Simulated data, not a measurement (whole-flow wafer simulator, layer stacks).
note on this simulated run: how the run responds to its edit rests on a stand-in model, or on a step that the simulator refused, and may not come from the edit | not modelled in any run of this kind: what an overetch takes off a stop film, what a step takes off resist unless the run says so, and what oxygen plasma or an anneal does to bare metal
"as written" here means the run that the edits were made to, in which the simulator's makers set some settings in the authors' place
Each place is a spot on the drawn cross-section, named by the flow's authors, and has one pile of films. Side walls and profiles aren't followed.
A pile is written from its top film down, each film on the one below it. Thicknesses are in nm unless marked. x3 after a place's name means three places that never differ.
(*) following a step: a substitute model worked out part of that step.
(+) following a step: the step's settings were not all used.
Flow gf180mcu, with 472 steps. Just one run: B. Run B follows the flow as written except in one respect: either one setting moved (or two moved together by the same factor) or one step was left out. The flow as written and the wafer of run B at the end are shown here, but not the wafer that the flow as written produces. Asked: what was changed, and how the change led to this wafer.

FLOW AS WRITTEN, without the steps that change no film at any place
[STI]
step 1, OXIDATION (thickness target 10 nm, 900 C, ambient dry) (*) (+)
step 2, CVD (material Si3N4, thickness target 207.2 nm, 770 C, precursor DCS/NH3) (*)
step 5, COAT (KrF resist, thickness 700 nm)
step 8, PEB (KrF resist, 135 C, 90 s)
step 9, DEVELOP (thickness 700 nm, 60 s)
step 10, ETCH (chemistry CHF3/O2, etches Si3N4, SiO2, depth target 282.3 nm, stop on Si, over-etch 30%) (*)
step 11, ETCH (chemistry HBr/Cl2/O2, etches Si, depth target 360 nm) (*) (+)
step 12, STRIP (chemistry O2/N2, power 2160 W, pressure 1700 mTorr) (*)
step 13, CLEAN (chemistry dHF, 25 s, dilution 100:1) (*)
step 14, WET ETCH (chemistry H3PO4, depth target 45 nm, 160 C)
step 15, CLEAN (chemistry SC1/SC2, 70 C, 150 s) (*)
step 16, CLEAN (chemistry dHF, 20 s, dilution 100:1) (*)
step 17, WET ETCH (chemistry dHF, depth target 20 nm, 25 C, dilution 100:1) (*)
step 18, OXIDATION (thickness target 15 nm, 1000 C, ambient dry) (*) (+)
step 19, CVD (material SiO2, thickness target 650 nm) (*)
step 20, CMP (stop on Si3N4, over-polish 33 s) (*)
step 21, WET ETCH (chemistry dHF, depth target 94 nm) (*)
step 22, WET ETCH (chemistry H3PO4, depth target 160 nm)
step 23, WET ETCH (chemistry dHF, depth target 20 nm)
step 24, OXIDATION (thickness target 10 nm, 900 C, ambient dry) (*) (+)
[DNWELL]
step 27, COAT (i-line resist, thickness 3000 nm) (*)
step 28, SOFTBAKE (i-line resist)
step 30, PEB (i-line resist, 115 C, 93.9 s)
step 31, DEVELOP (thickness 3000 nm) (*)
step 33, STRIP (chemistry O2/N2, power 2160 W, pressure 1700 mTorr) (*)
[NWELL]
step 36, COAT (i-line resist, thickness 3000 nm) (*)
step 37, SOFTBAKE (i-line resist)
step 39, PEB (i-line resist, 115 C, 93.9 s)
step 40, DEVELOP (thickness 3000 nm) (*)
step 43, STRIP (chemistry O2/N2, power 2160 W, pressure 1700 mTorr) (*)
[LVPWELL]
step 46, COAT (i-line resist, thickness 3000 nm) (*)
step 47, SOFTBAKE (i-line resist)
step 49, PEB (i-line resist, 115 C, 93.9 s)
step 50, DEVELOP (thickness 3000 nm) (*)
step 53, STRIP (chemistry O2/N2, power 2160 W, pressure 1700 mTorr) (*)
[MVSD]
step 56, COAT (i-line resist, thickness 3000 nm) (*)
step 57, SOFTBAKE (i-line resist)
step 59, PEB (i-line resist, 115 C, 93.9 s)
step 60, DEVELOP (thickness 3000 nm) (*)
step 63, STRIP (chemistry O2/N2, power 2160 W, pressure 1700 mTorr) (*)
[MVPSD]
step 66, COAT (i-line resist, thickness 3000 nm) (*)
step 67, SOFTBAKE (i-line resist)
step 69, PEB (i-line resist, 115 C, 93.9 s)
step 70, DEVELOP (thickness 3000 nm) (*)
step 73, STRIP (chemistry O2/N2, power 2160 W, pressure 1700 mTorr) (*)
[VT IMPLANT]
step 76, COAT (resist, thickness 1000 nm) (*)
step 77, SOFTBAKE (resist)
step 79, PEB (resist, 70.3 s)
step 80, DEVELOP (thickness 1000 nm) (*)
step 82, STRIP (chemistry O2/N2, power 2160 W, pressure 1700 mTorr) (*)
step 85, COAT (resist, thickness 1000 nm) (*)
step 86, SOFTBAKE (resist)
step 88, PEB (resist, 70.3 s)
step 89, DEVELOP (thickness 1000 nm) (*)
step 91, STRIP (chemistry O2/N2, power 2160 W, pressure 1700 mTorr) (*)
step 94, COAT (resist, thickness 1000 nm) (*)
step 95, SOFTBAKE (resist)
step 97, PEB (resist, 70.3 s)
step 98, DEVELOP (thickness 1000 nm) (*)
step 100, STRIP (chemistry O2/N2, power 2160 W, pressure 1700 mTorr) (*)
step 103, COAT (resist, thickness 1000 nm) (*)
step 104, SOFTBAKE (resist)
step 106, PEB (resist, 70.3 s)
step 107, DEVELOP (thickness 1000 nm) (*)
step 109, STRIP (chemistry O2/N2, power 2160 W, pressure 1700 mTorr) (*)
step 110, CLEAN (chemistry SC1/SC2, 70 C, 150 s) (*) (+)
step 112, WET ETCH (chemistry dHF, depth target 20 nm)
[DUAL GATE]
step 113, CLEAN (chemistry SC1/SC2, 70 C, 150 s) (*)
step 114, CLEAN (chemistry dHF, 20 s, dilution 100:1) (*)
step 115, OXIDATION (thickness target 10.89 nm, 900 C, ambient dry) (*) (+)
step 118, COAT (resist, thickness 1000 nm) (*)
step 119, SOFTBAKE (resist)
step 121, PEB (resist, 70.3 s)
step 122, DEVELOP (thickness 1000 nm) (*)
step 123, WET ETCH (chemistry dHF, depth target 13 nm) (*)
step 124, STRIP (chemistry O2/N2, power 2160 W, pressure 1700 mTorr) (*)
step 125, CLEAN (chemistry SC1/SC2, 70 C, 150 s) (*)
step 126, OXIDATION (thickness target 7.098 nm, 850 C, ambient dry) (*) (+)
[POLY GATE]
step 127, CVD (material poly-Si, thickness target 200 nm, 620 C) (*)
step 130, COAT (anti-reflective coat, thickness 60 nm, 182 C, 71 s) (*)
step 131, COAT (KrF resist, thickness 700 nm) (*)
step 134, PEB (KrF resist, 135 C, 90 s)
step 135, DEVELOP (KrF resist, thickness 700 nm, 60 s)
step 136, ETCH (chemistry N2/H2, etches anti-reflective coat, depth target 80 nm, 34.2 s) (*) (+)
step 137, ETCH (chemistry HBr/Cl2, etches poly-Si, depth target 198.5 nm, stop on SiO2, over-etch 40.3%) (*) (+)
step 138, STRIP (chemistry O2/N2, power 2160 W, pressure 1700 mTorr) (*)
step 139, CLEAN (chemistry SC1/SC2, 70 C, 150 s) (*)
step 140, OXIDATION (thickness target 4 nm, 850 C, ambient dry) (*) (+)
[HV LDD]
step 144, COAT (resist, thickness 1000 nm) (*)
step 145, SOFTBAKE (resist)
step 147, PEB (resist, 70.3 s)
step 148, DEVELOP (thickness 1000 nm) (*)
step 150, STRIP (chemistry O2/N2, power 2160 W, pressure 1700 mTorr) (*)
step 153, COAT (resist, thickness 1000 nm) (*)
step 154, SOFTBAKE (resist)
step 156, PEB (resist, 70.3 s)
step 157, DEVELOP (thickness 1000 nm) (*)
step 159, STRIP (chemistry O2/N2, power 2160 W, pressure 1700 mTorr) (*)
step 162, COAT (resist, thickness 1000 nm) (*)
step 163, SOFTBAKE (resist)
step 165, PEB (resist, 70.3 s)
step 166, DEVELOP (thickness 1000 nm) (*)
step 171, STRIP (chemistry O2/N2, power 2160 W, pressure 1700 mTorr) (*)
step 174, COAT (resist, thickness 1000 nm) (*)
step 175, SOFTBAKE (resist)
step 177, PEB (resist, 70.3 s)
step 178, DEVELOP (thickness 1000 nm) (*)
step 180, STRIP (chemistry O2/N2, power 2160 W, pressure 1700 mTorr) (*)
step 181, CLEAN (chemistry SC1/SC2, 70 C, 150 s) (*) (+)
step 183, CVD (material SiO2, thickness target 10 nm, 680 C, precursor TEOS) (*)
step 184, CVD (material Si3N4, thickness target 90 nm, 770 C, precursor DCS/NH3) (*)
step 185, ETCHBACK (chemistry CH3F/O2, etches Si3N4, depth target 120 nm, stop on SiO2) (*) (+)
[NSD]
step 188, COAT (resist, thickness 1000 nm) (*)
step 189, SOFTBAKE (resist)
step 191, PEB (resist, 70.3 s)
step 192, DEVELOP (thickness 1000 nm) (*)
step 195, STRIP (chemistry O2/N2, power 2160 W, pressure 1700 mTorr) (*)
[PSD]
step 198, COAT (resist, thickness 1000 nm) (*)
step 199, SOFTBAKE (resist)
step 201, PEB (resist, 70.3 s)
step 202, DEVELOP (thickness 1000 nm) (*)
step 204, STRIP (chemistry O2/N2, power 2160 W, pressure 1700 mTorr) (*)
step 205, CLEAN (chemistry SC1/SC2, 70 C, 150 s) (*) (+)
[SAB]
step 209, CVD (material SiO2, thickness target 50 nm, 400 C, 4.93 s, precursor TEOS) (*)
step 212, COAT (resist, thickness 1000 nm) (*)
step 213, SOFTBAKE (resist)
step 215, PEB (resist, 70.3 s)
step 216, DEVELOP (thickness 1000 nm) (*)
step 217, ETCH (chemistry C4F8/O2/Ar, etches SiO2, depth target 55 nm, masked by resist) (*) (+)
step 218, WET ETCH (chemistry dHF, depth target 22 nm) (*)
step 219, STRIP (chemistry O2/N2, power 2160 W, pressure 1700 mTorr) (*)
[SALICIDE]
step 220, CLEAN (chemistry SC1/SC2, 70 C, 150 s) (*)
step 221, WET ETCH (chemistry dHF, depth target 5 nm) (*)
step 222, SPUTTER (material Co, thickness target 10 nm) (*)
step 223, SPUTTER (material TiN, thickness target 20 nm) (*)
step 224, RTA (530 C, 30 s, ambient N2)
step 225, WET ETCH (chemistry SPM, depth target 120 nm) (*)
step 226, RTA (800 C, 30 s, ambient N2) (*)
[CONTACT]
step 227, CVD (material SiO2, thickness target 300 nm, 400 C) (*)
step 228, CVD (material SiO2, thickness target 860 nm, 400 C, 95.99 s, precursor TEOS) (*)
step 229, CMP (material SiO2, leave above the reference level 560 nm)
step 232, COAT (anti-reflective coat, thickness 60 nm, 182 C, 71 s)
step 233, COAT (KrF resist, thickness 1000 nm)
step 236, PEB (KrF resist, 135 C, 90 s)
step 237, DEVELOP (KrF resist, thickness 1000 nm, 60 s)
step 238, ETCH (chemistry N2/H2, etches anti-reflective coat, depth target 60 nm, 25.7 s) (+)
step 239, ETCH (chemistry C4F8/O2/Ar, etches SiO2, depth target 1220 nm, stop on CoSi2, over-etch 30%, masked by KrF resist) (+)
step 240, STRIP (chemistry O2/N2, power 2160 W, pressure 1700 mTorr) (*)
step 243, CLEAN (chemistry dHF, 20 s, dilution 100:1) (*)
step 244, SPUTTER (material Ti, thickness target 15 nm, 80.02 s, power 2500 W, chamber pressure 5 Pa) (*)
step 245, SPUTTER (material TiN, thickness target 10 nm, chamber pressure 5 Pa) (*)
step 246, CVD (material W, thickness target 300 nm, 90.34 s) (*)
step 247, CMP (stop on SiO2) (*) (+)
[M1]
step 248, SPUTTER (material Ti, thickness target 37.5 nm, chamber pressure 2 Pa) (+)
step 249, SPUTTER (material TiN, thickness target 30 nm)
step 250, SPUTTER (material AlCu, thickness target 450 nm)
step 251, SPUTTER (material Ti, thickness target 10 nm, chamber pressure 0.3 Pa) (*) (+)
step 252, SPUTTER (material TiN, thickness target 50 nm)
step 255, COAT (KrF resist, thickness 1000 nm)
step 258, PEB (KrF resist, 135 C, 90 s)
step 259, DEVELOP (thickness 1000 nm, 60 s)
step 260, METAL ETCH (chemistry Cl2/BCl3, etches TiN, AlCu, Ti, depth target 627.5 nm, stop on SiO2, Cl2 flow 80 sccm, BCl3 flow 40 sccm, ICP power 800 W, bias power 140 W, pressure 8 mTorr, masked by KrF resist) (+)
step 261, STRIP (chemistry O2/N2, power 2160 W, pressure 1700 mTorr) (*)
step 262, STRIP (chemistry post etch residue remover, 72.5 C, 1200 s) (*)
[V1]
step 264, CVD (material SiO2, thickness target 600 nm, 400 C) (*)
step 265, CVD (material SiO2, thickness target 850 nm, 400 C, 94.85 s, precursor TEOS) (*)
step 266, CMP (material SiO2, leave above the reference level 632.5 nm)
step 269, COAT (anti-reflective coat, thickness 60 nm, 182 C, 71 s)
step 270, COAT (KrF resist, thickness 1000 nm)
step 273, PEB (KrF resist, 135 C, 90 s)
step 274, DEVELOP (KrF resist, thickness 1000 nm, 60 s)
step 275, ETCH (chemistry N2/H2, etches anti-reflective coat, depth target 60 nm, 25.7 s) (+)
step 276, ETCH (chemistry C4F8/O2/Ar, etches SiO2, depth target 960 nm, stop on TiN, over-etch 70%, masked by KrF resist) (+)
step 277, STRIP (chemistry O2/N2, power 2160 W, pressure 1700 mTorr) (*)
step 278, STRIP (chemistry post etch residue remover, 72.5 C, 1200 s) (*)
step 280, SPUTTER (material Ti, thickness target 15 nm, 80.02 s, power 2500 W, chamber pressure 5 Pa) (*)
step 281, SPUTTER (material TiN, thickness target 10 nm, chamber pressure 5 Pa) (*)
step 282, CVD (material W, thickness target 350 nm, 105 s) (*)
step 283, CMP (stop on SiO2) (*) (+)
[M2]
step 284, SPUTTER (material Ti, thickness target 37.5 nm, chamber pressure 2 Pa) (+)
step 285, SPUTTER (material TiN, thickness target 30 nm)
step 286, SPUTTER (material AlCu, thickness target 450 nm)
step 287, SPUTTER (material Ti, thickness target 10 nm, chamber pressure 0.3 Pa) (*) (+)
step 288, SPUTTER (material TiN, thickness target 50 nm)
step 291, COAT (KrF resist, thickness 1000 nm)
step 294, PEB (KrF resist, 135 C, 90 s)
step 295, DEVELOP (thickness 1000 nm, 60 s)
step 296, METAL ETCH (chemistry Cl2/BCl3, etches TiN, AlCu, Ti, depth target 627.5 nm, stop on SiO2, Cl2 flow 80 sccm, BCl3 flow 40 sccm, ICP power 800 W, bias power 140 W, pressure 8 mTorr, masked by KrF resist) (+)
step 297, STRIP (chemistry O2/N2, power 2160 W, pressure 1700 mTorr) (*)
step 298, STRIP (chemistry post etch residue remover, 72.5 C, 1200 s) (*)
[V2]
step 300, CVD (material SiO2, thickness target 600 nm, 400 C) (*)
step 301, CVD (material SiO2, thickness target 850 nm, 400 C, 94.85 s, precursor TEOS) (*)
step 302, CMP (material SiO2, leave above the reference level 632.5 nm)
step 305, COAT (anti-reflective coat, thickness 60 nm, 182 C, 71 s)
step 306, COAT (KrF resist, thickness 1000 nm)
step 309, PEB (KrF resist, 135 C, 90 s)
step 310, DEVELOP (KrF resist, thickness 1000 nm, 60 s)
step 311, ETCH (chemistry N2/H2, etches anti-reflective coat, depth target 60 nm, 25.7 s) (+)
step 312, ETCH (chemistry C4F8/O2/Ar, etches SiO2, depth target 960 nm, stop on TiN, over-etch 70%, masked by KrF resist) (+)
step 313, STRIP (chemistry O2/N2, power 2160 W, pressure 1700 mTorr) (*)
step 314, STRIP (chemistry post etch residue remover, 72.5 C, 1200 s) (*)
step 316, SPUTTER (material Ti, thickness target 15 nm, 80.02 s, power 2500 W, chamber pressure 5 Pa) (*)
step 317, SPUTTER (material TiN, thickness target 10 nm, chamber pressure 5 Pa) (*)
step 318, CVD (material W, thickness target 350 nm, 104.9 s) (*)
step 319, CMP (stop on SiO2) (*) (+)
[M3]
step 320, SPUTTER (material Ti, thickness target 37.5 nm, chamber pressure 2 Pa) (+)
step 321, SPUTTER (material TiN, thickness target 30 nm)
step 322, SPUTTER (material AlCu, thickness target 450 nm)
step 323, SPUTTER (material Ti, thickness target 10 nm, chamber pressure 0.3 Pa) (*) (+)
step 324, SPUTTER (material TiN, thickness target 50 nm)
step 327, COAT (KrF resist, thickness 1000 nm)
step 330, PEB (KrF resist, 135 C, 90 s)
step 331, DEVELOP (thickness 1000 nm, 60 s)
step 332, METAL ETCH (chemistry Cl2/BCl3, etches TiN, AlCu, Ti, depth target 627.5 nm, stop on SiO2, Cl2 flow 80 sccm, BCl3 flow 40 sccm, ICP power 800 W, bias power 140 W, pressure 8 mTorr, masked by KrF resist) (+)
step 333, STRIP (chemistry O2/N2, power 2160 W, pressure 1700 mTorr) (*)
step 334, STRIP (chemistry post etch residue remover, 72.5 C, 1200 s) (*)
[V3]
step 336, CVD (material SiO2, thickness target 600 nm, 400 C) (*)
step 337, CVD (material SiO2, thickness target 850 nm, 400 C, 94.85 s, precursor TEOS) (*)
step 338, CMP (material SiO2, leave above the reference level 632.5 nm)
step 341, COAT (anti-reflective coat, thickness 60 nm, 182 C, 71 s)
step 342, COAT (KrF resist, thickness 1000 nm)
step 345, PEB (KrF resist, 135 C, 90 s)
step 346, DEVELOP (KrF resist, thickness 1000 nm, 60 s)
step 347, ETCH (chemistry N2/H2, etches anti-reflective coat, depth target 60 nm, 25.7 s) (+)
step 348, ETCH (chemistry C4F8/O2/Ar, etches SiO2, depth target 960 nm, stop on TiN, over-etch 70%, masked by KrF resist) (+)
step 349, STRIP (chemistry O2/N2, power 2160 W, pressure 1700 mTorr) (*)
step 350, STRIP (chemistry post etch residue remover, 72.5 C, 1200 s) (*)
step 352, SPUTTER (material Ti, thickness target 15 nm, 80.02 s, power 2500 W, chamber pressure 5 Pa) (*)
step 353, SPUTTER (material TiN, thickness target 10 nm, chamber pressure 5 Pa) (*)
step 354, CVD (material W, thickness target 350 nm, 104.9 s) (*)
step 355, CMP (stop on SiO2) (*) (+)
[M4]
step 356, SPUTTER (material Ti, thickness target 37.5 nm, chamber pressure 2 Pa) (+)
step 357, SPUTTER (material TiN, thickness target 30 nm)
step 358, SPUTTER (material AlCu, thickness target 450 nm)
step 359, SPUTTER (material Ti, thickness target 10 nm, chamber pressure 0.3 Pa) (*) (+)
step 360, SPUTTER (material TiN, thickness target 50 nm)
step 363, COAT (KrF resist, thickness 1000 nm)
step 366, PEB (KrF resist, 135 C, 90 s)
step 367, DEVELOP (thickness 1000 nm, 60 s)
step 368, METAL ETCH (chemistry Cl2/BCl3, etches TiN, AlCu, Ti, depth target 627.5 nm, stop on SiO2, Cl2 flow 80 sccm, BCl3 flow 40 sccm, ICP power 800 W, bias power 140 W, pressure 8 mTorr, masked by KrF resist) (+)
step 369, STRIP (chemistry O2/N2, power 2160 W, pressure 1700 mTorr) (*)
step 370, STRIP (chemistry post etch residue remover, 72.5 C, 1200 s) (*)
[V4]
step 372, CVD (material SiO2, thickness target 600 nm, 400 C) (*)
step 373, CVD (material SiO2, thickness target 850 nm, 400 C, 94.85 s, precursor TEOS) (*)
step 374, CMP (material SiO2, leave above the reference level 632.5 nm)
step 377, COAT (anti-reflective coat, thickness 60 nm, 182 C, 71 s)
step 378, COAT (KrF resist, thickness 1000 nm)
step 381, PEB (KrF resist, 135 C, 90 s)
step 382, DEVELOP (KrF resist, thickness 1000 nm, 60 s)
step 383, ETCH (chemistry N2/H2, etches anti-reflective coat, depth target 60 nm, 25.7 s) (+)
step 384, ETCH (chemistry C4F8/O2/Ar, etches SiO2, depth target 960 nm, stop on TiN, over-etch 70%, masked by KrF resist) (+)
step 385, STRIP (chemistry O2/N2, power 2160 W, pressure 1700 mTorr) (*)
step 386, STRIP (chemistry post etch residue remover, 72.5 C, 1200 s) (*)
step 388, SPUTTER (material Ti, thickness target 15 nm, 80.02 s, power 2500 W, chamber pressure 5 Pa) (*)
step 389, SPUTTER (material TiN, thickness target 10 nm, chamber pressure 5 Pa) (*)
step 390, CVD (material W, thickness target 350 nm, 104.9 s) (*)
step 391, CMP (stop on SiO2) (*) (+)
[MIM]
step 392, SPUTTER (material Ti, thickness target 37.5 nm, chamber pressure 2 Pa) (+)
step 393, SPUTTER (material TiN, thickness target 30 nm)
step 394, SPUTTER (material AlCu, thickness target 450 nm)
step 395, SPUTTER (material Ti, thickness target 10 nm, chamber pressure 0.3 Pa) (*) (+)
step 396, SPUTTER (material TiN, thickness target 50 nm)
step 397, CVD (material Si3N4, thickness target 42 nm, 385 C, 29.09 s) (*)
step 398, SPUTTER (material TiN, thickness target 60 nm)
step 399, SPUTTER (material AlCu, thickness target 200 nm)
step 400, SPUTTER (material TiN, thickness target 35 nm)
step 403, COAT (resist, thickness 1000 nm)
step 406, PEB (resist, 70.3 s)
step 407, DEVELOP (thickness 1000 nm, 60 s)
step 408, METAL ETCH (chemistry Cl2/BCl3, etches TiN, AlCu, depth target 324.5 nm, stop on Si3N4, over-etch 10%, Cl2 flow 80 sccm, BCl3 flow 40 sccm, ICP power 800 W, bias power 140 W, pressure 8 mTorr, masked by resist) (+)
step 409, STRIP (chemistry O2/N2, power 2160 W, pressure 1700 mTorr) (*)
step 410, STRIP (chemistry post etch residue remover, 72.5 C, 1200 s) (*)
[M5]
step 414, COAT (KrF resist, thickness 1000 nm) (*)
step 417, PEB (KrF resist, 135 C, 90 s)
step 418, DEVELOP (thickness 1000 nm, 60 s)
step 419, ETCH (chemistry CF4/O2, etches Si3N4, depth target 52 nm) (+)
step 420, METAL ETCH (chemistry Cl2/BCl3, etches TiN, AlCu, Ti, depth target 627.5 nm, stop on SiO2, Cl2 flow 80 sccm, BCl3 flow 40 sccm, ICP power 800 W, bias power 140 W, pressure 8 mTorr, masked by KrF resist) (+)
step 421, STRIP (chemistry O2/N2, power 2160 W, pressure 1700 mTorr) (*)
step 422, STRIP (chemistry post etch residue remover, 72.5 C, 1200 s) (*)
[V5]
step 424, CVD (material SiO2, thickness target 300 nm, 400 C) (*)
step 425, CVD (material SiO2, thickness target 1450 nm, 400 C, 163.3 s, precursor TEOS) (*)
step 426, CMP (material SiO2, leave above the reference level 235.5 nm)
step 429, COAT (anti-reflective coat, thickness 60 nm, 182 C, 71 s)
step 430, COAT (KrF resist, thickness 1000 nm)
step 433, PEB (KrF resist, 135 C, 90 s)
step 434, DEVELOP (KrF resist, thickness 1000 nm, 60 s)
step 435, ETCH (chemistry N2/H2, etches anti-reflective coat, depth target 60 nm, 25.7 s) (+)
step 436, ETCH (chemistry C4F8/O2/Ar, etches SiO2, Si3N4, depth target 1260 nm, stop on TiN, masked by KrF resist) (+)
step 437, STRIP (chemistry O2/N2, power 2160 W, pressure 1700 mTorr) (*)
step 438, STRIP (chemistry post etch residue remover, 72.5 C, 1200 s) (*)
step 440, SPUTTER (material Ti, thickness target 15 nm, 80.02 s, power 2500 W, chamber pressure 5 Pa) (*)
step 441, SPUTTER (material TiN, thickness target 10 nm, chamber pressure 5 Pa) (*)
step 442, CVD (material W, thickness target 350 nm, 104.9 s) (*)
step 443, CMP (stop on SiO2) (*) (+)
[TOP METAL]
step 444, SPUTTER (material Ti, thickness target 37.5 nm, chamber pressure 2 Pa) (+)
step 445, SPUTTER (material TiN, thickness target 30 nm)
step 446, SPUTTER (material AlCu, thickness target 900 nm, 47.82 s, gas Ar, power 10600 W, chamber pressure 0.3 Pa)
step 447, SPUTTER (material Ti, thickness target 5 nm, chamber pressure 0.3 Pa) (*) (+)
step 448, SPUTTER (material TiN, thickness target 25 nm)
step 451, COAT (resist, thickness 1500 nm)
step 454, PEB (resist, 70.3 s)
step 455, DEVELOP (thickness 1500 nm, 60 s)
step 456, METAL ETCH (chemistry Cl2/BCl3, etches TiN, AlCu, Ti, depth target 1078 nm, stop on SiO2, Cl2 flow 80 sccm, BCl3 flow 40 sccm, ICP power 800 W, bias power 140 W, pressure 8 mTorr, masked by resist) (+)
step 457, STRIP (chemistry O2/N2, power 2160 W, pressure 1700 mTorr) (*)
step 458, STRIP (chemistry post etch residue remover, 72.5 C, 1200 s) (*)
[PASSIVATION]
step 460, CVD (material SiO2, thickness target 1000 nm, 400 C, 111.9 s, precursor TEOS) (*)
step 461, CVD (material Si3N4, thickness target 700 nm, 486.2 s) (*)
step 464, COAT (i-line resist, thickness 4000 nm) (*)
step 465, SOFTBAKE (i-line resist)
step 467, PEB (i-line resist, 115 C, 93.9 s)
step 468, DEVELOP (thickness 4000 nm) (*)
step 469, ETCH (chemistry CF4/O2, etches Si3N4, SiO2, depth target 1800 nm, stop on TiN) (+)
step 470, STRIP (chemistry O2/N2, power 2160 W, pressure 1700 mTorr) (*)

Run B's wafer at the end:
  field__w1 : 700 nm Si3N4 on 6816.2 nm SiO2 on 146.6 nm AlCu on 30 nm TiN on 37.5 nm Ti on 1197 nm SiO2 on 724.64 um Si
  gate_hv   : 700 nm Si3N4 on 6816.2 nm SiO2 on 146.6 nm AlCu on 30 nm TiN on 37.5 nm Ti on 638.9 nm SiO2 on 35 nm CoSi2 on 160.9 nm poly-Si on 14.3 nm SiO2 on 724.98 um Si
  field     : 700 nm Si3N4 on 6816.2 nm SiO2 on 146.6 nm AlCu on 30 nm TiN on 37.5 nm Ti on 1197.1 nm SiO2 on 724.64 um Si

What caused this: step 260, METAL ETCH: depth target 357.7 nm was run, though the flow has depth target 627.5 nm.

How this came from the change, step by step:
  step 260, METAL ETCH (chemistry Cl2/BCl3, etches TiN, AlCu, Ti, depth target 627.5 nm, stop on SiO2, Cl2 flow 80 sccm, BCl3 flow 40 sccm, ICP power 800 W, bias power 140 W, pressure 8 mTorr, masked by KrF resist) (+)
      field, field__w1, field__w2 and 99 more: -50 TiN (all of it), -10 Ti (all of it), -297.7 AlCu (as written it would have been: -50 TiN (all of it), -10 Ti (all of it), -450 AlCu (all of it), -30 TiN (all of it), -37.5 Ti (all of it))
      field__w8, contact, m1 and 6 more: -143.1 KrF resist (as written it would have been: -251 KrF resist)
  step 261, STRIP (chemistry O2/N2, power 2160 W, pressure 1700 mTorr) (*)
      field__w8, contact, m1 and 6 more: -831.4 KrF resist (all of it) (as written it would have been: -723.5 KrF resist (all of it))
  step 262, STRIP (chemistry post etch residue remover, 72.5 C, 1200 s) (*)
      field, field__w1, field__w2 and 99 more: -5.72 AlCu (as written it would have been: nothing)
  step 264, CVD (material SiO2, thickness target 600 nm, 400 C) (*)
      field, field__w1, field__w2 and 99 more: +600 SiO2 (new film) (as written it would have been: +600 SiO2)
  step 266, CMP (material SiO2, leave above the reference level 632.5 nm)
      field, field__w1, field__w2 and 99 more: -514.1 SiO2 (as written it would have been: -300 SiO2)
If metal films that touch count as one body, field__w1 has 1 body; the flow as written gives 0 bodies.
If metal films that touch count as one body, gate_hv has 2 bodies (between them, from the top down: SiO2 638.9); the flow as written gives 1 body.
If metal films that touch count as one body, field has 1 body; the flow as written gives 0 bodies.
